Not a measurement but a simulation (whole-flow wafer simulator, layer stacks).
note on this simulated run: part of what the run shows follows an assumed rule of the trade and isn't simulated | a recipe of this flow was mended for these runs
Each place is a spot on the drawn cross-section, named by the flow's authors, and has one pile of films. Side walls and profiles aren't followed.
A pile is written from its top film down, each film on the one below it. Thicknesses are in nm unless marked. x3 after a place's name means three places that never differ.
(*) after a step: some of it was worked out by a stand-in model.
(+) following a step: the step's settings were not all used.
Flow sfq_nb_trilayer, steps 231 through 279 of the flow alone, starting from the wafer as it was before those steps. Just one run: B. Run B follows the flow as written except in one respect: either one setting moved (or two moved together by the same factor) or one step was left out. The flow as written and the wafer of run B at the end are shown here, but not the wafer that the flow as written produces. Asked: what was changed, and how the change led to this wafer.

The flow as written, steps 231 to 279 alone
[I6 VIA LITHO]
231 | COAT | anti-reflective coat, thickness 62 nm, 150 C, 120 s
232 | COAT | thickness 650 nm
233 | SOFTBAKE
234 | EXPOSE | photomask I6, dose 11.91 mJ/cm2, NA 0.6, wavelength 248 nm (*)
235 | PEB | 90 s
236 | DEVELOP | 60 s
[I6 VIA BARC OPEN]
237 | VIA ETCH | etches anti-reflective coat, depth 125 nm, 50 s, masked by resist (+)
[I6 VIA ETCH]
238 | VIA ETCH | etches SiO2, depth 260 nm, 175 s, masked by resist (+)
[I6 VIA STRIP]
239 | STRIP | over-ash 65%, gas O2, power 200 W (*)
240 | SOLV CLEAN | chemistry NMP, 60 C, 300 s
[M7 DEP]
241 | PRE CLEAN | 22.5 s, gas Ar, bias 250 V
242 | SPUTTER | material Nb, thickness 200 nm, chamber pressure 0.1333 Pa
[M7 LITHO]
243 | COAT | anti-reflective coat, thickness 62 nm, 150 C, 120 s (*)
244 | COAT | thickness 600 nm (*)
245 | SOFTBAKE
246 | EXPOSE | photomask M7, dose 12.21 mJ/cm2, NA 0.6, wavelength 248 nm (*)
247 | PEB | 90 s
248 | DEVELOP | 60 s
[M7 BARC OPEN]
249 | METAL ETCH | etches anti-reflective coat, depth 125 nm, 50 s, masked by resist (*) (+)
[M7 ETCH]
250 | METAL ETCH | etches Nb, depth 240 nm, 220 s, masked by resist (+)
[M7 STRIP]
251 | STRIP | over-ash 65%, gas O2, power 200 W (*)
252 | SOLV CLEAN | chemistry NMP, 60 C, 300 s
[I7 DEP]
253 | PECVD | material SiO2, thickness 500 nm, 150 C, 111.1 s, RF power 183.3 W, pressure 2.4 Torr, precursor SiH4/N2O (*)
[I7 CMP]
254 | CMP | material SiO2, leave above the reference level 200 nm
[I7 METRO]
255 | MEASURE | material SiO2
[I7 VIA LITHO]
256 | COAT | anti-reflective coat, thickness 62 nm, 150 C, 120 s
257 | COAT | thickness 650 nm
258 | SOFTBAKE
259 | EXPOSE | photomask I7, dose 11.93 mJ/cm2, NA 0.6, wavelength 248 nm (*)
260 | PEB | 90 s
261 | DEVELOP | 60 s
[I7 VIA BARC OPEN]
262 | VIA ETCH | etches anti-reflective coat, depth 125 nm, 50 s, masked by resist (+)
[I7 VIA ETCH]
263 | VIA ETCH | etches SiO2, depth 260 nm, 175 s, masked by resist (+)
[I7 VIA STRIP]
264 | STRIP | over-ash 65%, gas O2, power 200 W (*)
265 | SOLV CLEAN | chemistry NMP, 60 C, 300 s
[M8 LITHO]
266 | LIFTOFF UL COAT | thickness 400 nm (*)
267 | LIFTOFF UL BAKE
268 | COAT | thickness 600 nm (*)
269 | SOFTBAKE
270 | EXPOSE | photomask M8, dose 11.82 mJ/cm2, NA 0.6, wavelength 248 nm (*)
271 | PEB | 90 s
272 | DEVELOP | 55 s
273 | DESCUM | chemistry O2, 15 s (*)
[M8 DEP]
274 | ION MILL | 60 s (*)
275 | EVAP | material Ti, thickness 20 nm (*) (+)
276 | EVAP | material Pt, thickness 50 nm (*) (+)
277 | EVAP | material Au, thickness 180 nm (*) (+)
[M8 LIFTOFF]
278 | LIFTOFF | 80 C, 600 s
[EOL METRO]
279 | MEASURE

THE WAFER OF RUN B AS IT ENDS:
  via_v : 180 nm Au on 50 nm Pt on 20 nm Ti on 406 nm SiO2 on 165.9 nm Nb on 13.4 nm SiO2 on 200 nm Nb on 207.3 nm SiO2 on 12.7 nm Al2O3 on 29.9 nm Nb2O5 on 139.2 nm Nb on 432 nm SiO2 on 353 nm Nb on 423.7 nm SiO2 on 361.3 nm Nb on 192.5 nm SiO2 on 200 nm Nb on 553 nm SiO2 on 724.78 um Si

What caused this: step 234, EXPOSE: dose 4.988 mJ/cm2 was run, though the flow has dose 11.91 mJ/cm2.

Step by step, how the change led to this:
  236 | DEVELOP | 60 s
      via_v: KrF-resist-other-grade loses 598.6 (it would be, as written: KrF-resist-other-grade loses 648.6 (all of it))
  237 | VIA ETCH | etches anti-reflective coat, depth 125 nm, 50 s, masked by resist (+)
      via_v: KrF-resist-other-grade loses 50 (all of it), anti-reflective coat loses 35 (it would be, as written: anti-reflective coat loses 62 (all of it), SiO2 loses 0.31)
  238 | VIA ETCH | etches SiO2, depth 260 nm, 175 s, masked by resist (+)
      via_v: anti-reflective coat loses 27 (all of it), SiO2 loses 179.1 (it would be, as written: SiO2 loses 199.7 (all of it), Nb loses 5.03)
  241 | PRE CLEAN | 22.5 s, gas Ar, bias 250 V
      via_v: SiO2 loses 7.5 (it would be, as written: Nb loses 6.45)
  242 | SPUTTER | material Nb, thickness 200 nm, chamber pressure 0.1333 Pa
      via_v: Nb gains 165.9 (new film) (it would be, as written: Nb gains 159.9)
  243 | COAT | anti-reflective coat, thickness 62 nm, 150 C, 120 s (*)
      via_wr: anti-reflective coat gains 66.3 (new film) (it would be, as written: anti-reflective coat gains 68.5 (new film))
      via_sp: anti-reflective coat gains 38.9 (new film) (it would be, as written: anti-reflective coat gains 41.7 (new film))
      (as well as at 3 more places)
  244 | COAT | thickness 600 nm (*)
      via_v: KrF-resist-other-grade gains 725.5 (new film) (it would be, as written: KrF-resist-other-grade gains 742.2 (new film))
  251 | STRIP | over-ash 65%, gas O2, power 200 W (*)
      via_wr: KrF-resist-other-grade loses 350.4 (all of it), anti-reflective coat loses 66.3 (all of it) (it would be, as written: KrF-resist-other-grade loses 348.3 (all of it), anti-reflective coat loses 68.5 (all of it))
      via_sp: KrF-resist-other-grade loses 367.3 (all of it), anti-reflective coat loses 38.9 (all of it) (it would be, as written: KrF-resist-other-grade loses 364.2 (all of it), anti-reflective coat loses 41.7 (all of it))
      (as well as at 3 more places)
  253 | PECVD | material SiO2, thickness 500 nm, 150 C, 111.1 s, RF power 183.3 W, pressure 2.4 Torr, precursor SiH4/N2O (*)
      via_v: SiO2 gains 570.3 (new film) (it would be, as written: SiO2 gains 627.2 (new film))
  254 | CMP | material SiO2, leave above the reference level 200 nm
      via_v: SiO2 loses 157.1 (it would be, as written: SiO2 loses 183.1)
Taking metal films that touch as one body, via_v has 7 bodies (between them, from the top down: SiO2 406; SiO2 13.4; SiO2 207.3 / Al2O3 12.7 / Nb2O5 29.9; SiO2 432; SiO2 423.7; SiO2 192.5); the flow as written gives 6 bodies (between them, from the top down: SiO2 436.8; SiO2 207.3 / Al2O3 12.7 / Nb2O5 29.9; SiO2 432; SiO2 423.7; SiO2 192.5).
